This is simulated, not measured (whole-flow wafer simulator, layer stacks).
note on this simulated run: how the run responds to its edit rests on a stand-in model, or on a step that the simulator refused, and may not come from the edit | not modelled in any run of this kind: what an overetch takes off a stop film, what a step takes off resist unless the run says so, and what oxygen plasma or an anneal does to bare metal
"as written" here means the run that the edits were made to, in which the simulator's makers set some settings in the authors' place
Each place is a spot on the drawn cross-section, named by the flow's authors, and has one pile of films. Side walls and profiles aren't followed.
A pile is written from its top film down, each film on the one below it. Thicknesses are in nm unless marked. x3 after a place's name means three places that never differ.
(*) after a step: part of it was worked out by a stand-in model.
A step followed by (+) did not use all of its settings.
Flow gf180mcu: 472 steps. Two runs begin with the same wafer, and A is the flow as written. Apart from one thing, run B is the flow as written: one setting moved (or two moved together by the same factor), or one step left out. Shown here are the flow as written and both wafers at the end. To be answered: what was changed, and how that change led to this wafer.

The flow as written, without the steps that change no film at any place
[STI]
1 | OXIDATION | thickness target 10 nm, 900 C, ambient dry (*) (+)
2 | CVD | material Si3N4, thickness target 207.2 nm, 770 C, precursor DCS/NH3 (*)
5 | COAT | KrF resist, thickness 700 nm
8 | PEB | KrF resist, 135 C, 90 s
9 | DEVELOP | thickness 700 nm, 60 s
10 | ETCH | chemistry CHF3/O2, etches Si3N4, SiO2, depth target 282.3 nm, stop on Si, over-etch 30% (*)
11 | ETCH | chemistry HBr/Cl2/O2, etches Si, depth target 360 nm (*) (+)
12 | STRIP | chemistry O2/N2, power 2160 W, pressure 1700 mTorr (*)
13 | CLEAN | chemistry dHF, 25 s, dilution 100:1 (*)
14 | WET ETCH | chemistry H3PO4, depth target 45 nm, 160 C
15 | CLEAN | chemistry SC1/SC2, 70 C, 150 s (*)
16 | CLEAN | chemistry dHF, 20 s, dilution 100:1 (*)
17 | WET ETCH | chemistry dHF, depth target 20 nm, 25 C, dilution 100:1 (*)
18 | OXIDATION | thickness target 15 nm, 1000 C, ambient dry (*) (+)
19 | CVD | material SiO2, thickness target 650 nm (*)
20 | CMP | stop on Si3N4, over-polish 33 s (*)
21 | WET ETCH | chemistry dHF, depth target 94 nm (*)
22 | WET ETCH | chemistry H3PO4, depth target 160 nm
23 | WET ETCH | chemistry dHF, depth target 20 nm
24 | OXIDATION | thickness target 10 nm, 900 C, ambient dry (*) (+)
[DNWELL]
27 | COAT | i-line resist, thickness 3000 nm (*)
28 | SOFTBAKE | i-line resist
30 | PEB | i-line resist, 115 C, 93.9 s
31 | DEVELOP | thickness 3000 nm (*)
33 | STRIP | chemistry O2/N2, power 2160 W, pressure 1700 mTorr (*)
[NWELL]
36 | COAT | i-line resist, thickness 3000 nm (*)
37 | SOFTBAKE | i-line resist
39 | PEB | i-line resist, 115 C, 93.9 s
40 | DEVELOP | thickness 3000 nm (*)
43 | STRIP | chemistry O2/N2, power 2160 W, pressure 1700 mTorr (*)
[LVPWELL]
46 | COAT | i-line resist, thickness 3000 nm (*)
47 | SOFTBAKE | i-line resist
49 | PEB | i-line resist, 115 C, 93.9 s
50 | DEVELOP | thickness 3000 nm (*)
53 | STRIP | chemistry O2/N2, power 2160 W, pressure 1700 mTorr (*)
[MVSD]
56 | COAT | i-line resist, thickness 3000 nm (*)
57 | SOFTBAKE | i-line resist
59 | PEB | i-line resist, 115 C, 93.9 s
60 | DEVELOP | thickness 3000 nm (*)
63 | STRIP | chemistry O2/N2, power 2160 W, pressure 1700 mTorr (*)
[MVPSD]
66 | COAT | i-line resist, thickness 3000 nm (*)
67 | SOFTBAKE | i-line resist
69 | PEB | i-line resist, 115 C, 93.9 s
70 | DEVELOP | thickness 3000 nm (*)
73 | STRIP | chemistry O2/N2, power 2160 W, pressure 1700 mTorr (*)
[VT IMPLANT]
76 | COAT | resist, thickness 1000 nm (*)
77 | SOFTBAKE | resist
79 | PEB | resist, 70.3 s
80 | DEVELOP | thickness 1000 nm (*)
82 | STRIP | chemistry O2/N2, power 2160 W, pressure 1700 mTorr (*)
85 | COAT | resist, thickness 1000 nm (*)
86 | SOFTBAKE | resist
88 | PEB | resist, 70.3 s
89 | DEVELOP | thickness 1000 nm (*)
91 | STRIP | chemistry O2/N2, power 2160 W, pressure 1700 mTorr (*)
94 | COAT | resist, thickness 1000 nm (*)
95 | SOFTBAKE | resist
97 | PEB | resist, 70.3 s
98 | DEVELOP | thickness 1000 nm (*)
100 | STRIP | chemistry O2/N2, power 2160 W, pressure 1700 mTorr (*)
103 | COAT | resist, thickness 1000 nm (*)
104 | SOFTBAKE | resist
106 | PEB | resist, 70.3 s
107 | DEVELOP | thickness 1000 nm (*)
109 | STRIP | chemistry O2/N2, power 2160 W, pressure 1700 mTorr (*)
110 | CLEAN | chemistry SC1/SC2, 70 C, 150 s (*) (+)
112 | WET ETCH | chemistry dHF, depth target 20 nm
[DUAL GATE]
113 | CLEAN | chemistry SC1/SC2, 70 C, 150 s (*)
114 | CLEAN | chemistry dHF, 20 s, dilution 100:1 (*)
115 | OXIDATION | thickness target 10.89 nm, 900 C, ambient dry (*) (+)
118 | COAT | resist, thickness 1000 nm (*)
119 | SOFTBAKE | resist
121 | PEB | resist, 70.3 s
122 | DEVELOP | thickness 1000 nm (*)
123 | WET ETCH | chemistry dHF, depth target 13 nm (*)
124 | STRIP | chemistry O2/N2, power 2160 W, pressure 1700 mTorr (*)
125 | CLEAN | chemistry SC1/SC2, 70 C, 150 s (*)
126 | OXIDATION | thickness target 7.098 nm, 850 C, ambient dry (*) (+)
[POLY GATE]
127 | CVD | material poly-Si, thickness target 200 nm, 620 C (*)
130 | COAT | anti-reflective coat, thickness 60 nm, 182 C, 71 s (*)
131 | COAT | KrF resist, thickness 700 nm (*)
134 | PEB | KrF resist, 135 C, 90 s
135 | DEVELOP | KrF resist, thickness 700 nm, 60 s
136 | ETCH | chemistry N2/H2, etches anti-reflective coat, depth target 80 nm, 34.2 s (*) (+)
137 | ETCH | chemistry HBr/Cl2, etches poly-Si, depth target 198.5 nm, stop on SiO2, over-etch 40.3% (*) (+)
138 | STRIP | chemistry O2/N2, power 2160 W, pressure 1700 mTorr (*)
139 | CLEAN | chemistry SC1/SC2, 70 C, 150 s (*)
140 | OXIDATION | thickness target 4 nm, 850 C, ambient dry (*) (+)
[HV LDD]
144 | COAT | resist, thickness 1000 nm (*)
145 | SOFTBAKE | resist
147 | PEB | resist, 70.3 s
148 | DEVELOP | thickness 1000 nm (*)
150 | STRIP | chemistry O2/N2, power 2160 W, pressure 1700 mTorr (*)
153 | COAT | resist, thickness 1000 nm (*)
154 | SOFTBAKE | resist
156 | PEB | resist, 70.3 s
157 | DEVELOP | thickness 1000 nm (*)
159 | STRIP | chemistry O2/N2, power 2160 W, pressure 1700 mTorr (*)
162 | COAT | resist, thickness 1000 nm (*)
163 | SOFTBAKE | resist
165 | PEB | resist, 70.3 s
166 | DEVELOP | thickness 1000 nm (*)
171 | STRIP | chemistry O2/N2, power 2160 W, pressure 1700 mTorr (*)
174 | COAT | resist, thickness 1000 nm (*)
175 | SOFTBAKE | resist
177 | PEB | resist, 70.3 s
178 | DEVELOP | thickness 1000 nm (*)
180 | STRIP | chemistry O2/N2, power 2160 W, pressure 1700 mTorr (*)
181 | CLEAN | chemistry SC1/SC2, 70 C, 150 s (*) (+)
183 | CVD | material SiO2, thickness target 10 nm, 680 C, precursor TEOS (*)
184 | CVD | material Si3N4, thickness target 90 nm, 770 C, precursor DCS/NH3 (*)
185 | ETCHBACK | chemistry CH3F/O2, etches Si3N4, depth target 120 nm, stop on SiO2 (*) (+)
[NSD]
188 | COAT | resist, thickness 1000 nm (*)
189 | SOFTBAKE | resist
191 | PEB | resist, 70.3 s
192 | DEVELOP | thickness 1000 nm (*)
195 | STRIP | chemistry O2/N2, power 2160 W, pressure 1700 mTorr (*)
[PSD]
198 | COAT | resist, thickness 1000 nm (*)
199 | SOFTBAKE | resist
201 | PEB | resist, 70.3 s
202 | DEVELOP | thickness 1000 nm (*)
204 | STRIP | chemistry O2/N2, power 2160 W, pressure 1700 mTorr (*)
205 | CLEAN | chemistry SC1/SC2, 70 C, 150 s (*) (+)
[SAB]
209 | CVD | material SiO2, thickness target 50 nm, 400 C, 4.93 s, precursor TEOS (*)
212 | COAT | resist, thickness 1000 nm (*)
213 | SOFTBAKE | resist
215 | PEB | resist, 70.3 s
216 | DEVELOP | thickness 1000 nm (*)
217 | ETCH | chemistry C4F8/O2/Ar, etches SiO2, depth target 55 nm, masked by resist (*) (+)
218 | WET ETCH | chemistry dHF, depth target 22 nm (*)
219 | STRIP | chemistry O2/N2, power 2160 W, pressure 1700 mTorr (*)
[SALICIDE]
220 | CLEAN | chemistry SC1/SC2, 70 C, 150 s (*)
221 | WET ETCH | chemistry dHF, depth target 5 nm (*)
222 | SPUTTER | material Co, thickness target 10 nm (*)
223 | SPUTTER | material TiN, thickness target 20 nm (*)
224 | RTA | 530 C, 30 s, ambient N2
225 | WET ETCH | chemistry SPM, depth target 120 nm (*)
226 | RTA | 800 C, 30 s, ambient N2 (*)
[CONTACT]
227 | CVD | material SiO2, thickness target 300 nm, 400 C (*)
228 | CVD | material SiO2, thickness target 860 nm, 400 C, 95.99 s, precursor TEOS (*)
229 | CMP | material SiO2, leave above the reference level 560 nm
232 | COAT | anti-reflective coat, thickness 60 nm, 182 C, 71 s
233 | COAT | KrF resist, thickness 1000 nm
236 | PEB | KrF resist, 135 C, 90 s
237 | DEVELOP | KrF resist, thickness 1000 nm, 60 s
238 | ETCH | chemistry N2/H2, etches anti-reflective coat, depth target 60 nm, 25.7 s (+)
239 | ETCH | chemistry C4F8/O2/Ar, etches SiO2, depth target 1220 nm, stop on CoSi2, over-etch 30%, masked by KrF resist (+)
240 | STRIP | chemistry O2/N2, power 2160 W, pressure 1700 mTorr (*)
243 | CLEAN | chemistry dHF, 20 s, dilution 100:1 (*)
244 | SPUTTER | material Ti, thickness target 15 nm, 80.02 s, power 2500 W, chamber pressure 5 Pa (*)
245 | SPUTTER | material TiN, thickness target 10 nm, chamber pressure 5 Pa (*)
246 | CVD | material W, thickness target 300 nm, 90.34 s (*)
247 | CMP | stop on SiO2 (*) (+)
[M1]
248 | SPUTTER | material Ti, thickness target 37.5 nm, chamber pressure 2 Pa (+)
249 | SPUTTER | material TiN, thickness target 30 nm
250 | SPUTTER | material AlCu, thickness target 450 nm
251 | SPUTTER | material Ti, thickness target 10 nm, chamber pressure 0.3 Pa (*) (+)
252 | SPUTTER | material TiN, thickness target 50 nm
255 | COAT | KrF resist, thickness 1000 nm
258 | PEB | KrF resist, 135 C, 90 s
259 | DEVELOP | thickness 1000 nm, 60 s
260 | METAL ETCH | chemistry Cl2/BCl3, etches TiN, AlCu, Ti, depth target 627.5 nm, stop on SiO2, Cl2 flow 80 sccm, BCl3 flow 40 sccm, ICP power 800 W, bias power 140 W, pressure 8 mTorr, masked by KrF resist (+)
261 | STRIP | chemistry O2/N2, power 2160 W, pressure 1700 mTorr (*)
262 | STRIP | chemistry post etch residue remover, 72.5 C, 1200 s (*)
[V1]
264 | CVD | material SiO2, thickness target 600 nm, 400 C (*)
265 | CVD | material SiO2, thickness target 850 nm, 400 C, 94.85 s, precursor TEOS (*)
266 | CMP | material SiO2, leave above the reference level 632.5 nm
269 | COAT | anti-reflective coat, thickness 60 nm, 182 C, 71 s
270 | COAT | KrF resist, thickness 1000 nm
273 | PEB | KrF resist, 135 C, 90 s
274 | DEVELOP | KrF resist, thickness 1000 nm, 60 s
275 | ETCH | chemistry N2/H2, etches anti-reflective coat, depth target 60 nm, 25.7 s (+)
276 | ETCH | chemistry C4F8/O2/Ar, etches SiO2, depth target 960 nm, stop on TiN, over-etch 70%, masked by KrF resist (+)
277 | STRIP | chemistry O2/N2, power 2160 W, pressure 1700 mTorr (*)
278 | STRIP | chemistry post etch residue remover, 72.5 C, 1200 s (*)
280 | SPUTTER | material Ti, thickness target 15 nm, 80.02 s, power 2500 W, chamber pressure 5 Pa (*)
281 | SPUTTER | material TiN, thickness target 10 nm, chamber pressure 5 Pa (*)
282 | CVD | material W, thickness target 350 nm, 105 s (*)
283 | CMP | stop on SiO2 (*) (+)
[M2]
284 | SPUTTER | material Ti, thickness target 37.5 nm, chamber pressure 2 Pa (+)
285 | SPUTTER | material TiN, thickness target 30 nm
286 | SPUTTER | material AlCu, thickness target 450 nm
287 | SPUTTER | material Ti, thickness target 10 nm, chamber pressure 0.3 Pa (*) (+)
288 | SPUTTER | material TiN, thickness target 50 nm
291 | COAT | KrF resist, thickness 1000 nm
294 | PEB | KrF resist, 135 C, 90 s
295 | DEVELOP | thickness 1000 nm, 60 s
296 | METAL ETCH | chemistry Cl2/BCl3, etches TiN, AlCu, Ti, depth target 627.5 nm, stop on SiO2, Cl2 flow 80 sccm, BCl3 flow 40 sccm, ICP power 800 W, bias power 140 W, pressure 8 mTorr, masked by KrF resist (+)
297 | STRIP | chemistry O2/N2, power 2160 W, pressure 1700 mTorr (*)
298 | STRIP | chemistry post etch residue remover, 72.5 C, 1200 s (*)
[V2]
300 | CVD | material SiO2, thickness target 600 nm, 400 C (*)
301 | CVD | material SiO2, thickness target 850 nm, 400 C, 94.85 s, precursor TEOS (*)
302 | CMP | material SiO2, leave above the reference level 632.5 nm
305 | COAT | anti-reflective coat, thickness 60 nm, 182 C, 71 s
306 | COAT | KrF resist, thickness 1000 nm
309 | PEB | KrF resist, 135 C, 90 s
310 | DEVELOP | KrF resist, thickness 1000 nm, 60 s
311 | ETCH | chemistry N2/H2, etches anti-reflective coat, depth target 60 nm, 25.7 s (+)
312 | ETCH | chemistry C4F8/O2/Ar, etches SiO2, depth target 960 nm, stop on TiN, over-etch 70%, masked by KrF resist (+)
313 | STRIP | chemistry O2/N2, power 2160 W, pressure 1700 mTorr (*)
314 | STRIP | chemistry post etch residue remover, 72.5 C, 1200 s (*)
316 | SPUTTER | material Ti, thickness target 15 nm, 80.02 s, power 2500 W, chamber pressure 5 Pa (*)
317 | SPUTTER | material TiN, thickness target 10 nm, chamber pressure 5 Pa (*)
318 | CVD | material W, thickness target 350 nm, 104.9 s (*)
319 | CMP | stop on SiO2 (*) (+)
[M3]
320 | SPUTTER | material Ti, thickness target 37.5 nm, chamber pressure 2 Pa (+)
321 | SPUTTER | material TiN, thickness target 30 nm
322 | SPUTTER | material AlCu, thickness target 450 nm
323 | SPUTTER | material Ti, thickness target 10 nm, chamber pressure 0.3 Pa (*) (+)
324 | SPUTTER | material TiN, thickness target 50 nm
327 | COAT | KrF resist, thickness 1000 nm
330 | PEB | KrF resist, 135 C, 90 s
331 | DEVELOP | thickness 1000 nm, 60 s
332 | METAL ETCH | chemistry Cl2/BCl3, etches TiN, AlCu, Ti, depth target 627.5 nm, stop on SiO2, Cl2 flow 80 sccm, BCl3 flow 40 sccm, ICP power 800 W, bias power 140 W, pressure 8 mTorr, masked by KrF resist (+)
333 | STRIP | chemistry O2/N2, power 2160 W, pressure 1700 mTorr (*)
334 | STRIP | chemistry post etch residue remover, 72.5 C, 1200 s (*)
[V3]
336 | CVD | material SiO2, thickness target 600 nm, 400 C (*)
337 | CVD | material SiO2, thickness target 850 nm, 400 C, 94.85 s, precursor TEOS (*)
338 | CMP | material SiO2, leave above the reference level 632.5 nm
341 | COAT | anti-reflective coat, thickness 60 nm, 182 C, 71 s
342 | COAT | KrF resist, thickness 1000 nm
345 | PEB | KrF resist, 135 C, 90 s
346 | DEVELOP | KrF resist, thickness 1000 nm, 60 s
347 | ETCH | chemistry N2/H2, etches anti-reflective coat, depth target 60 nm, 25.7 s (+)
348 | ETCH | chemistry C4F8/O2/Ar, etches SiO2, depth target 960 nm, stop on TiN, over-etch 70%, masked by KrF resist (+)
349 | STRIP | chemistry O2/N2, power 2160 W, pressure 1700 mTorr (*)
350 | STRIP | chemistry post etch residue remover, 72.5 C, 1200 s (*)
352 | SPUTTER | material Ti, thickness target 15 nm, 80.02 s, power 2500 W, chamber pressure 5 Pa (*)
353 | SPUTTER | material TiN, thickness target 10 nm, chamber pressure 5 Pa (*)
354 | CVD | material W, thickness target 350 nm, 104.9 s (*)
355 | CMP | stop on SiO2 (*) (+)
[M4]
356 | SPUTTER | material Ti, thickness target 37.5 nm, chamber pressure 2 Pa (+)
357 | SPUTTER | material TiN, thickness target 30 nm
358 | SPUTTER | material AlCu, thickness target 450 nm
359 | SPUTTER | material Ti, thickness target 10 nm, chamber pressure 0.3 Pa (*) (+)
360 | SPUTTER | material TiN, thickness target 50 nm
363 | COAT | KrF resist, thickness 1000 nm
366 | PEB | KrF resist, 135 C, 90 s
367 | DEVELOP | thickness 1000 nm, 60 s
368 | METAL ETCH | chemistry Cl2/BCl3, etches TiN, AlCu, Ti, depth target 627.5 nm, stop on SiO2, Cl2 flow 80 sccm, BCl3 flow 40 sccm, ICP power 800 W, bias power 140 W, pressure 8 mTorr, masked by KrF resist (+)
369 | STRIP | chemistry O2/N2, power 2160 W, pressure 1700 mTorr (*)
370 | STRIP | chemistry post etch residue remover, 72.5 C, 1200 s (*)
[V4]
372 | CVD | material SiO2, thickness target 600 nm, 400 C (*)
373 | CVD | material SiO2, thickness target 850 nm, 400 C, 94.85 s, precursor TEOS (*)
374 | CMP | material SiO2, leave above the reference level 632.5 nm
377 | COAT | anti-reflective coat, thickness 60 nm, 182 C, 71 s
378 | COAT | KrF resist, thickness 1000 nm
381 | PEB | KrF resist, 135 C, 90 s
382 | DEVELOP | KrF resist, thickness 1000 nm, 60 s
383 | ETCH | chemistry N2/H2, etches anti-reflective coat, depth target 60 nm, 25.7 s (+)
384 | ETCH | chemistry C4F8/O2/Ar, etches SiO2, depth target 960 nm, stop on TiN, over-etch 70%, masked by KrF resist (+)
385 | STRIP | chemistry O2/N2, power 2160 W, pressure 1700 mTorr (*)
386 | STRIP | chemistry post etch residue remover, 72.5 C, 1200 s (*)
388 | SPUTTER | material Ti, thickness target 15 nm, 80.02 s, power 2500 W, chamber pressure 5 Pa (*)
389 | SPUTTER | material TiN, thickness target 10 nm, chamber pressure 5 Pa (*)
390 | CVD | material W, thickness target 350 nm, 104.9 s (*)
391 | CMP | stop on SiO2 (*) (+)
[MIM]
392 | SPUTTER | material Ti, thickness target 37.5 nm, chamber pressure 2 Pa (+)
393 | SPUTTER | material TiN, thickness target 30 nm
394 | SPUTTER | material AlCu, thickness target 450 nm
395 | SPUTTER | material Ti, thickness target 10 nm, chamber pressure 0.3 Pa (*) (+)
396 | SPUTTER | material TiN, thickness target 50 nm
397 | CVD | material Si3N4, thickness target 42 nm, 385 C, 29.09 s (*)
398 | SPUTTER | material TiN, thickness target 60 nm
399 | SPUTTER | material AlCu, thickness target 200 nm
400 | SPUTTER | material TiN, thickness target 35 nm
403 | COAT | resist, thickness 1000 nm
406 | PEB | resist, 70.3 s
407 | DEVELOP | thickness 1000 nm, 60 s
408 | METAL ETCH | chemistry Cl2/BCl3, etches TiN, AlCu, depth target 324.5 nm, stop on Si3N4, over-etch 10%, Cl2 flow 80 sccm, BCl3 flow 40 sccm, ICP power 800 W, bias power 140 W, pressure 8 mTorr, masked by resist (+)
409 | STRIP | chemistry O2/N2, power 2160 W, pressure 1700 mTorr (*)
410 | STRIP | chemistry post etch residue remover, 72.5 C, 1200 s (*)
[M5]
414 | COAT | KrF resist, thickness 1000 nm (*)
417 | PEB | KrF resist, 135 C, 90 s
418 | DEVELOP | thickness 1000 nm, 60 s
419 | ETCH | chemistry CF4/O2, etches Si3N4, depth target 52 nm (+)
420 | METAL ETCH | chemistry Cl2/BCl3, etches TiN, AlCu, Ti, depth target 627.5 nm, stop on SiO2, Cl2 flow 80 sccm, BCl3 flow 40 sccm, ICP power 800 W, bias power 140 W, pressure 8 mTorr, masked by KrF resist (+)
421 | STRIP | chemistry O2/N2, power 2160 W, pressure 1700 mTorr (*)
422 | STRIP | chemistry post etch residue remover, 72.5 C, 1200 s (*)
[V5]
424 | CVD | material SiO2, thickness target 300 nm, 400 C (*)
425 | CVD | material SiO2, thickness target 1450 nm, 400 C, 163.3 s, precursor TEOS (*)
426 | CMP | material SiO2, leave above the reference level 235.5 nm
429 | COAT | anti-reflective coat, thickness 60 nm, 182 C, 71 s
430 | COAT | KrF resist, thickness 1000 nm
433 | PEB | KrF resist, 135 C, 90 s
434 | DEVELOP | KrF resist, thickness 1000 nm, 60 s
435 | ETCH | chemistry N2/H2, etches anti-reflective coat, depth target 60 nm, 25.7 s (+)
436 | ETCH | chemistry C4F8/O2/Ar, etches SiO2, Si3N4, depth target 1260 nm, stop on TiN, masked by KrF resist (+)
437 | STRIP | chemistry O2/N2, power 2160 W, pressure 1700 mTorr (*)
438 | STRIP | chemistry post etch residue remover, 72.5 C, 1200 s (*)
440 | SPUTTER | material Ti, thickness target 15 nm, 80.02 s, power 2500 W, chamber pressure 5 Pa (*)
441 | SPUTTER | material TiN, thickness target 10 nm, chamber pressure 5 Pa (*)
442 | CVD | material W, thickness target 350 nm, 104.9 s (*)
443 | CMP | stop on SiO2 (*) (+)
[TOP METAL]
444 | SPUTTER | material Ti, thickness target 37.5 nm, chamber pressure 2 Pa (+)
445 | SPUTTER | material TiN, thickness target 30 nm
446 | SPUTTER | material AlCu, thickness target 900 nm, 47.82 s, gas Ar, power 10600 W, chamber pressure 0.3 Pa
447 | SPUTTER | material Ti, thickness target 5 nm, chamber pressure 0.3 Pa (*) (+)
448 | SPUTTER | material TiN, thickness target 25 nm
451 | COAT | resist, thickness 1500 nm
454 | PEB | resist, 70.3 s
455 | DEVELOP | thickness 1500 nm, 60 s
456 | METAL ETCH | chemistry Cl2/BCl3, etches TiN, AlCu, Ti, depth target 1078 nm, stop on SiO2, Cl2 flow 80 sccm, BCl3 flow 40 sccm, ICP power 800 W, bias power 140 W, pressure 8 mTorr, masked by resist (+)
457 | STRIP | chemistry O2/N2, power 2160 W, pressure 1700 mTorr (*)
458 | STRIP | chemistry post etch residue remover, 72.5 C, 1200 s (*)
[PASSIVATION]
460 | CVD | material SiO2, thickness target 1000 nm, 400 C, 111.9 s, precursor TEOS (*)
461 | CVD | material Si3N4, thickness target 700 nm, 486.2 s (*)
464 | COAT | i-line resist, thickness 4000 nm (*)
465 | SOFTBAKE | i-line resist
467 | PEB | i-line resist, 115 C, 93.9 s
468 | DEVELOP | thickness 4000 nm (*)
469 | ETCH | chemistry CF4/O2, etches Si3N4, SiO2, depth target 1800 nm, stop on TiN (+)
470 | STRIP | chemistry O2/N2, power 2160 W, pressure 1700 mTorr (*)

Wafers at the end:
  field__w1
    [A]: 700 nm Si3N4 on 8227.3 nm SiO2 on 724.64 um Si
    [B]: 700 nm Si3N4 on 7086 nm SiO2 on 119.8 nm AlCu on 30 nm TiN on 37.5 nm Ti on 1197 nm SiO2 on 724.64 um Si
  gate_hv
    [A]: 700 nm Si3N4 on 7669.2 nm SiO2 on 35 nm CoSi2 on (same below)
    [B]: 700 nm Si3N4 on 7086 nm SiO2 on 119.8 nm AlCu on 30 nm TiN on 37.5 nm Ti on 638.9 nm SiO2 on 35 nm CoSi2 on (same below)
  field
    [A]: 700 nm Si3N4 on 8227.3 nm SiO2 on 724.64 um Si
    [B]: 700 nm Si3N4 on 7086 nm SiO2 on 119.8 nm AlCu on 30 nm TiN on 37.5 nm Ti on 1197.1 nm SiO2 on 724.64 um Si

Cause: step 250, SPUTTER: thickness target 693 nm was run, though the flow has thickness target 450 nm.

How this came from the change, step by step:
  250 | SPUTTER | material AlCu, thickness target 450 nm
      field, field__w1, field__w2 and 108 more: A AlCu gains 450 (new film) | B AlCu gains 693 (new film)
  260 | METAL ETCH | chemistry Cl2/BCl3, etches TiN, AlCu, Ti, depth target 627.5 nm, stop on SiO2, Cl2 flow 80 sccm, BCl3 flow 40 sccm, ICP power 800 W, bias power 140 W, pressure 8 mTorr, masked by KrF resist (+)
      field, field__w1, field__w2 and 99 more: A TiN loses 50 (all of it), Ti loses 10 (all of it), AlCu loses 450 (all of it), TiN loses 30 (all of it), Ti loses 37.5 (all of it) | B TiN loses 50 (all of it), Ti loses 10 (all of it), AlCu loses 567.5
  262 | STRIP | chemistry post etch residue remover, 72.5 C, 1200 s (*)
      field, field__w1, field__w2 and 99 more: A nothing | B AlCu loses 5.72
  264 | CVD | material SiO2, thickness target 600 nm, 400 C (*)
      field, field__w1, field__w2 and 99 more: A SiO2 gains 600 | B SiO2 gains 600 (new film)
  266 | CMP | material SiO2, leave above the reference level 632.5 nm
      field, field__w1, field__w2 and 99 more: A SiO2 loses 300 | B SiO2 loses 244.3
Taking metal films that touch as one body, field__w1 has 1 body; the flow as written gives 0 bodies.
Taking metal films that touch as one body, gate_hv has 2 bodies (between them, from the top down: SiO2 638.9); the flow as written gives 1 body.
Taking metal films that touch as one body, field has 1 body; the flow as written gives 0 bodies.
